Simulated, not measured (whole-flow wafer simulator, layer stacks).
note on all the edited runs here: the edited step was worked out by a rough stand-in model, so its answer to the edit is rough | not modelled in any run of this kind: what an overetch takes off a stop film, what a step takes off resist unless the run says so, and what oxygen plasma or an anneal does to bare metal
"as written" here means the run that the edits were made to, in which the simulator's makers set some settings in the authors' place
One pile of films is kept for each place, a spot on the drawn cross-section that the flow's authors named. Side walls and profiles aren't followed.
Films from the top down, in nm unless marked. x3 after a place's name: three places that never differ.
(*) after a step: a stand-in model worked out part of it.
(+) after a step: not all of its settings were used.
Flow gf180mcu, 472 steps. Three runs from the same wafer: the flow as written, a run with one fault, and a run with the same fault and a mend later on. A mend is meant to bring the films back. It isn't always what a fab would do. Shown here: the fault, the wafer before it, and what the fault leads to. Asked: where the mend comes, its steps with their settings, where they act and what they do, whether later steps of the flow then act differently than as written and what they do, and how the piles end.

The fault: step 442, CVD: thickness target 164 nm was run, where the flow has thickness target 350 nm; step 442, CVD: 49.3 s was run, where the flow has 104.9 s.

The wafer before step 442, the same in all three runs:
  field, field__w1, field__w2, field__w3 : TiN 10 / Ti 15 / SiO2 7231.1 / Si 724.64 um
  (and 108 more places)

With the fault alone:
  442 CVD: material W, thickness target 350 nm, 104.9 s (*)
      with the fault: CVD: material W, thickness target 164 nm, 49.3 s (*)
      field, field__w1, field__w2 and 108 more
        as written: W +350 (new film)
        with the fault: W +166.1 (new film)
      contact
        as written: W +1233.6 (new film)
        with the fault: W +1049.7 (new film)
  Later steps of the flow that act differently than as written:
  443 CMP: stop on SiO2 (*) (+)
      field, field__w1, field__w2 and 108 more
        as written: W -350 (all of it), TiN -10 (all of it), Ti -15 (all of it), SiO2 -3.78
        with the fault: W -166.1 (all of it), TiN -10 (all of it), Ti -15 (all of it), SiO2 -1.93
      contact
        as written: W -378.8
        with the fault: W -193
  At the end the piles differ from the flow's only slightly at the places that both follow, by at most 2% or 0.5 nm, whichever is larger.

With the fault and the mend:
  The mend comes after step 442.
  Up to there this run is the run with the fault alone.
  442a CVD: material W, thickness target 186 nm, 55.75 s (the flow's step 442 once more, with other settings)
      field, field__w1, field__w2 and 109 more
        W +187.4
  No later step of the flow acts differently than as written, at any place that is followed, by more than 2% or 0.5 nm, whichever is larger.
  At the end the piles differ from the flow's only slightly at the places that both follow, by at most 2% or 0.5 nm, whichever is larger.
